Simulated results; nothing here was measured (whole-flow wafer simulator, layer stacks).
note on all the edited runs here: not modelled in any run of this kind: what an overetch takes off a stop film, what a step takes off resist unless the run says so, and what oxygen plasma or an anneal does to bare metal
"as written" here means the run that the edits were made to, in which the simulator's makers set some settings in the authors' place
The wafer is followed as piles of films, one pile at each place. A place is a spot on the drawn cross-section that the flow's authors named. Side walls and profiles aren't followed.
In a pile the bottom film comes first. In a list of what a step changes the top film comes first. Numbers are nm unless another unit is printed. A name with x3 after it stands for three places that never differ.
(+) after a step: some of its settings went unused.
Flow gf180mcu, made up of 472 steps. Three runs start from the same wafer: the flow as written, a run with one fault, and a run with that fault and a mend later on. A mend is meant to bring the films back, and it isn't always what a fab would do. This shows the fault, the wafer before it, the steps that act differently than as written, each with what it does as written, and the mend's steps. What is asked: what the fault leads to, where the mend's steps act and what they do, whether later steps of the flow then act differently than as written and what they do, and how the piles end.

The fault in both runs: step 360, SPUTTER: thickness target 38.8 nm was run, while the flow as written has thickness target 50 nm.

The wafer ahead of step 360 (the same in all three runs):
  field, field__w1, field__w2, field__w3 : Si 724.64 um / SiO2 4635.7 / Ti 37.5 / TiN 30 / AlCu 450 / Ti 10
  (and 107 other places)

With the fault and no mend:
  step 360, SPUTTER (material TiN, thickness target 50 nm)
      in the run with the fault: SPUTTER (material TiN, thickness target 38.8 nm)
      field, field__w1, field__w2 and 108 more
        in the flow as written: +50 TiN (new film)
        in the run with the fault: +38.8 TiN (new film)
  Steps later in the flow that act otherwise than as written (5 other steps are not shown; they differ only slightly, by no more than 2% or 0.5 nm, whichever is larger):
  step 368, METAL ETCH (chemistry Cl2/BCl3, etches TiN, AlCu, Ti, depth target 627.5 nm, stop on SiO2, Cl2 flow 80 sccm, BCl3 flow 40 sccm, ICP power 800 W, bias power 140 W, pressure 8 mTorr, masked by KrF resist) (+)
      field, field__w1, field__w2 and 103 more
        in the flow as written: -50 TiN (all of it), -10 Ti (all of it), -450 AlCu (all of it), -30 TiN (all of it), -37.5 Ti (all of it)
        in the run with the fault: -38.8 TiN (all of it), -10 Ti (all of it), -450 AlCu (all of it), -30 TiN (all of it), -37.5 Ti (all of it)
  By the end, the piles at field__w8, contact, m1, m1__w1, m1_nw depart from the flow's by more than 2% or 0.5 nm, whichever is larger.
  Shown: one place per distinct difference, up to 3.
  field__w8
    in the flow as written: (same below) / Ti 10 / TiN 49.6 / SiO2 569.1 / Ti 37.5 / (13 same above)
    in the run with the fault: (same below) / Ti 10 / TiN 38.4 / SiO2 580.3 / Ti 37.5 / (13 same above)
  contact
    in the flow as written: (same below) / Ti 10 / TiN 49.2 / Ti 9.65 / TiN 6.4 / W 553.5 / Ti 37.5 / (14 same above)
    in the run with the fault: (same below) / Ti 10 / TiN 38 / Ti 9.59 / TiN 6.36 / W 564.8 / Ti 37.5 / (14 same above)

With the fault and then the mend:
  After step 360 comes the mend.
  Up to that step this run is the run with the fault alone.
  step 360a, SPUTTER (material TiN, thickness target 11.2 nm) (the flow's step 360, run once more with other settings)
      field, field__w1, field__w2 and 108 more
        +11.2 TiN
  None of the later steps of the flow acts differently than as written at any place that is followed.
  The piles end the same as the flow's at every place that both follow.
